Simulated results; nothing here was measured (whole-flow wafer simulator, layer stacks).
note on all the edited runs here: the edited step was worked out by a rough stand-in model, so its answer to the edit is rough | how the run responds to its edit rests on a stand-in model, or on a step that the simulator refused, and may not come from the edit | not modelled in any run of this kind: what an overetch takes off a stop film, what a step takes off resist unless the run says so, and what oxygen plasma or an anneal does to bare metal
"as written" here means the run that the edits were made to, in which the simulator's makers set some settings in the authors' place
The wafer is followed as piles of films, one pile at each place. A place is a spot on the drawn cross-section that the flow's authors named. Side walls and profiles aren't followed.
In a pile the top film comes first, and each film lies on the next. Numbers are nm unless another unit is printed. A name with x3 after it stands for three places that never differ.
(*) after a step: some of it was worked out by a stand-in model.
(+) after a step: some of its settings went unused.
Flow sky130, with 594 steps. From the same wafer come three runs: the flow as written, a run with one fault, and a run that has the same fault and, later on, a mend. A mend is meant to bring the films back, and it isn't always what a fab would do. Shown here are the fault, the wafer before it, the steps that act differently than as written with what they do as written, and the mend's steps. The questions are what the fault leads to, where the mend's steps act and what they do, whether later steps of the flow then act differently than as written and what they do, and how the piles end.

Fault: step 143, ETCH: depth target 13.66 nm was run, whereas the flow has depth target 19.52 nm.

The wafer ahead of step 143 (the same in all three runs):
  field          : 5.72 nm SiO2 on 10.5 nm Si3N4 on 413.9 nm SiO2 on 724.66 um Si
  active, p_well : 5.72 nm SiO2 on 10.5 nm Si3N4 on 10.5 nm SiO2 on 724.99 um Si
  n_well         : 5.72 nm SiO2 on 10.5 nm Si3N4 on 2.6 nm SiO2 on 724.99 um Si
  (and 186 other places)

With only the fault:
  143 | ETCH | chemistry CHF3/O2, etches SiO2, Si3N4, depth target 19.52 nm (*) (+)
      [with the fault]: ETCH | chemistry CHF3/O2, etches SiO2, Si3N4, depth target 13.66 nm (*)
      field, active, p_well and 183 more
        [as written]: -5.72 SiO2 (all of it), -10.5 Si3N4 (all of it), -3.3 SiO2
        [with the fault]: -5.72 SiO2 (all of it), -7.94 Si3N4
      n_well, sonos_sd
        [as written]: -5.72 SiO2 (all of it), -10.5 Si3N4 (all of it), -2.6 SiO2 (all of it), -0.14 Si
        [with the fault]: -5.72 SiO2 (all of it), -7.94 Si3N4
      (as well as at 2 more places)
  Steps later in the flow that act otherwise than as written (45 other steps are not shown; they differ only slightly, by no more than 2% or 0.5 nm, whichever is larger):
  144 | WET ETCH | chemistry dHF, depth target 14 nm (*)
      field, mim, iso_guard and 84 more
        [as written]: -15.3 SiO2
        [with the fault]: -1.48 Si3N4
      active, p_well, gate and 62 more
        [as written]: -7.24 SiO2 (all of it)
        [with the fault]: -1.48 Si3N4
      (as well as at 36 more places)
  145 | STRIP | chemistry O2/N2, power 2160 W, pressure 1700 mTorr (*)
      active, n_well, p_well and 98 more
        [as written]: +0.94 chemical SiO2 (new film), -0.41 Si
        [with the fault]: nothing
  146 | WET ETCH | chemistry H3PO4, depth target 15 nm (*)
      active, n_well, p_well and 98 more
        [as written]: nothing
        [with the fault]: -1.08 Si3N4 (all of it), -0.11 SiO2
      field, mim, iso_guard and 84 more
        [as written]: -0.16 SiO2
        [with the fault]: -1.08 Si3N4 (all of it), -0.15 SiO2
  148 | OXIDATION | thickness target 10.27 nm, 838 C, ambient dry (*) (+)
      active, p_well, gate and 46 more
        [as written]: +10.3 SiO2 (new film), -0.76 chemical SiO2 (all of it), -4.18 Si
        [with the fault]: +6.53 SiO2, -2.87 Si
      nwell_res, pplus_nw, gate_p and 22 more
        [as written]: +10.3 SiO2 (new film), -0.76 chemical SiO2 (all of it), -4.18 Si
        [with the fault]: +6.54 SiO2, -2.88 Si
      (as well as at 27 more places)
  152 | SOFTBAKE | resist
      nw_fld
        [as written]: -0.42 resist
        [with the fault]: +1.42 resist
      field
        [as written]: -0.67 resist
        [with the fault]: -0.04 resist
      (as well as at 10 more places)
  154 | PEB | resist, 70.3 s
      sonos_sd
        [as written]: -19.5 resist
        [with the fault]: -20.1 resist
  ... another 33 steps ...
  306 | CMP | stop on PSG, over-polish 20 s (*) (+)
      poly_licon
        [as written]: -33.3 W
        [with the fault]: -50 W
  At field, gate_hv, m1 and 127 more, the piles at the end differ from the flow's by more than 2% or 0.5 nm, whichever is larger.
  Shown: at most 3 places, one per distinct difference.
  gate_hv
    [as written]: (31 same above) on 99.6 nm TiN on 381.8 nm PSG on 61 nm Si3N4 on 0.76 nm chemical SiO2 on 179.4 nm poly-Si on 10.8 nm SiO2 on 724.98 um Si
    [with the fault]: (31 same above) on 99.6 nm TiN on 375.5 nm PSG on 61 nm Si3N4 on 0.76 nm chemical SiO2 on 179.4 nm poly-Si on 17.1 nm SiO2 on 724.99 um Si
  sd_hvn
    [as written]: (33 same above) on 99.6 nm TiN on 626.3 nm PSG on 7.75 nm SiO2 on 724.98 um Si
    [with the fault]: (33 same above) on 99.6 nm TiN on 620.1 nm PSG on 13.9 nm SiO2 on 724.98 um Si
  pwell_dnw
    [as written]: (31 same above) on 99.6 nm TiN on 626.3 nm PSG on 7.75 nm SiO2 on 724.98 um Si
    [with the fault]: (31 same above) on 99.6 nm TiN on 620.1 nm PSG on 13.9 nm SiO2 on 724.98 um Si

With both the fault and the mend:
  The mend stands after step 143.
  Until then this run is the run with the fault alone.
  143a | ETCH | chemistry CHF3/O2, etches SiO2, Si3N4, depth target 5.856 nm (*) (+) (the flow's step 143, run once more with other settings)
      field, active, p_well and 183 more
        -2.56 Si3N4 (all of it), -3.3 SiO2
      n_well, sonos_sd
        -2.56 Si3N4 (all of it), -2.6 SiO2 (all of it), -0.14 Si
      sonos_cell, sonos_cell_x
        -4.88 resist
  Every later step of the flow that is run acts as written, at every place that is followed, to within 2% or 0.5 nm, whichever is larger.
  At every place that both follow, the piles at the end match the flow's.
